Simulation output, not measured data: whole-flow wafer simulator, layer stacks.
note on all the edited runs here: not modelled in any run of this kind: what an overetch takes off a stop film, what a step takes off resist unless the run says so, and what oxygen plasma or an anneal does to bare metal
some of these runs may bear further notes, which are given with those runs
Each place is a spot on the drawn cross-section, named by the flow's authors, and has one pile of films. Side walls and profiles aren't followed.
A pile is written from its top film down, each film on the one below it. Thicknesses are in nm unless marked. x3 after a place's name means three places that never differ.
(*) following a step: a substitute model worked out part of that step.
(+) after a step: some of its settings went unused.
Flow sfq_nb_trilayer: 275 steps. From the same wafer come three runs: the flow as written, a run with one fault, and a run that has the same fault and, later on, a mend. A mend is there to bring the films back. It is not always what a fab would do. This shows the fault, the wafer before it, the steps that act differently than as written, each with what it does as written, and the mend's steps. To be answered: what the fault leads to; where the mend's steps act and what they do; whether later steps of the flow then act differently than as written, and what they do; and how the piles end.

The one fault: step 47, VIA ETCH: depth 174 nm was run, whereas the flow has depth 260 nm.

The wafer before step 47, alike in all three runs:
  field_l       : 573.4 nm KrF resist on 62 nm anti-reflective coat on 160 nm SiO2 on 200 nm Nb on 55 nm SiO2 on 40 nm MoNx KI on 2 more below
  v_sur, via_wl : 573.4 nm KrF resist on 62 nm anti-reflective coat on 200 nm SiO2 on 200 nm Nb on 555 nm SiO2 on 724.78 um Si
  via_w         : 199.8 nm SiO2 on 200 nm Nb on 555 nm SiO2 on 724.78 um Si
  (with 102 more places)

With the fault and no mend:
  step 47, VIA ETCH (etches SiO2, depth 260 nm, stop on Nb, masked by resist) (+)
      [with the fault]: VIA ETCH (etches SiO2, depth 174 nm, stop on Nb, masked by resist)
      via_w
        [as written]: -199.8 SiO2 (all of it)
        [with the fault]: -174 SiO2
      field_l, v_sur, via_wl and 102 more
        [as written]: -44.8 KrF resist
        [with the fault]: -30 KrF resist
  Steps later in the flow that act otherwise than as written (3 more steps, not shown, differ only slightly: by at most 2% or 0.5 nm, whichever is larger):
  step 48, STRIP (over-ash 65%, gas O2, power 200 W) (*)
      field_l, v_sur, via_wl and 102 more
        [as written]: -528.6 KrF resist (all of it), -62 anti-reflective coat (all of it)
        [with the fault]: -543.4 KrF resist (all of it), -62 anti-reflective coat (all of it)
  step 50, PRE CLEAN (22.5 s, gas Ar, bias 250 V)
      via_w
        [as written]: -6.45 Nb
        [with the fault]: -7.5 SiO2
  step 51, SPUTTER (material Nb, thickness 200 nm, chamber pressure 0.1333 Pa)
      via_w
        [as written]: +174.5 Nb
        [with the fault]: +179.6 Nb (new film)
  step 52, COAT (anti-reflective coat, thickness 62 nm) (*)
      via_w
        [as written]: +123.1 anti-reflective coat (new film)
        [with the fault]: +116.2 anti-reflective coat (new film)
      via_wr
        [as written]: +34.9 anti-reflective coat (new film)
        [with the fault]: +33.8 anti-reflective coat (new film)
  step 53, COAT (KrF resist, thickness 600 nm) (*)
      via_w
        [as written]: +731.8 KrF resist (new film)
        [with the fault]: +712.3 KrF resist (new film)
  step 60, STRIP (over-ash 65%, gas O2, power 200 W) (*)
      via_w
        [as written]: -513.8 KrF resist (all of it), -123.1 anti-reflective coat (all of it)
        [with the fault]: -494.4 KrF resist (all of it), -116.2 anti-reflective coat (all of it)
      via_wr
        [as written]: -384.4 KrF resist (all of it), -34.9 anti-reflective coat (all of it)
        [with the fault]: -388.2 KrF resist (all of it), -33.8 anti-reflective coat (all of it)
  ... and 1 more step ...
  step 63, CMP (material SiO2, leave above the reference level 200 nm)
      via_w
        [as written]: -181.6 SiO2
        [with the fault]: -157.1 SiO2
  By the end, the piles at via_w depart from the flow's by more than 2% or 0.5 nm, whichever is larger.
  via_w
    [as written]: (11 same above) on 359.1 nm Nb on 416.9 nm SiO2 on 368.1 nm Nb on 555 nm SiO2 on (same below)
    [with the fault]: (11 same above) on 359.1 nm Nb on 387 nm SiO2 on 179.6 nm Nb on 18.3 nm SiO2 on 200 nm Nb on 555 nm SiO2 on (same below)

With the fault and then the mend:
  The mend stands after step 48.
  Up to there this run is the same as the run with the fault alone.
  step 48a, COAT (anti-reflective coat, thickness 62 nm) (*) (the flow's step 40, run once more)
      p4_fl x3, p4_w1 x9, p4_g1 x2 and 63 more
        +62 anti-reflective coat (new film)
      ce_r, sp_r, be_r and 12 more
        +61.8 anti-reflective coat (new film)
      gap, jj_sur, ce_l, c5j
        +61.7 anti-reflective coat (new film)
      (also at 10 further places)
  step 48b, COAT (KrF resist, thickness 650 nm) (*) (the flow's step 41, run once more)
      p4_fl x3, p4_w1 x9, p4_g1 x2 and 63 more
        +650 KrF resist (new film)
      res, r_end, moat, field_r, lsp_l, l0_sur, l0v
        +649.5 KrF resist (new film)
      ln_m5, lsp_m, ln_m6, lsp_r
        +649.6 KrF resist (new film)
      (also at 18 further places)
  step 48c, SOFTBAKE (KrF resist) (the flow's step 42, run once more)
      leaves every film unchanged at each place that is followed
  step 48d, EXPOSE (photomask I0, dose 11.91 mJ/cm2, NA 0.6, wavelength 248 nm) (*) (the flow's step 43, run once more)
      leaves every film unchanged at each place that is followed
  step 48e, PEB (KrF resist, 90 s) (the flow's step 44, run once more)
      gap, jj_sur, ce_l and 93 more
        -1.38 KrF resist
      via_v, wire, be, be_sur
        -1.37 KrF resist
      field_l, via_sp
        -1.36 KrF resist
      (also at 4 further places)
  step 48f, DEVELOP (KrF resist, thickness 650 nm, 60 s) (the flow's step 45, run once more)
      field_l, v_sur, via_wl and 102 more
        -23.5 KrF resist
      via_w
        -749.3 KrF resist (all of it)
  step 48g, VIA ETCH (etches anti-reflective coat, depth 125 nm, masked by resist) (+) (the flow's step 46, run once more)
      field_l, v_sur, via_wl and 102 more
        -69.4 KrF resist
      via_w
        -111 anti-reflective coat (all of it)
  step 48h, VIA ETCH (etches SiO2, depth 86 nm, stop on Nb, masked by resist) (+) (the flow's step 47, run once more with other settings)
      field_l, v_sur, via_wl and 102 more
        -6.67 KrF resist
      via_w
        -25.8 SiO2 (all of it)
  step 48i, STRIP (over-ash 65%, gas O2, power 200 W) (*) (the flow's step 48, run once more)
      p4_fl x3, p4_w1 x9, p4_g1 x2 and 63 more
        -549 KrF resist (all of it), -62 anti-reflective coat (all of it)
      res, r_end, moat, field_r, lsp_l, l0_sur, l0v
        -548.5 KrF resist (all of it), -61.8 anti-reflective coat (all of it)
      ln_m5, lsp_m, ln_m6, lsp_r
        -548.6 KrF resist (all of it), -61.8 anti-reflective coat (all of it)
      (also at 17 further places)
  Every later step of the flow that is run acts as written, at every place that is followed, to within 2% or 0.5 nm, whichever is larger.
  At the end the piles are close to the flow's at the places that both follow, differing by at most 2% or 0.5 nm, whichever is larger.
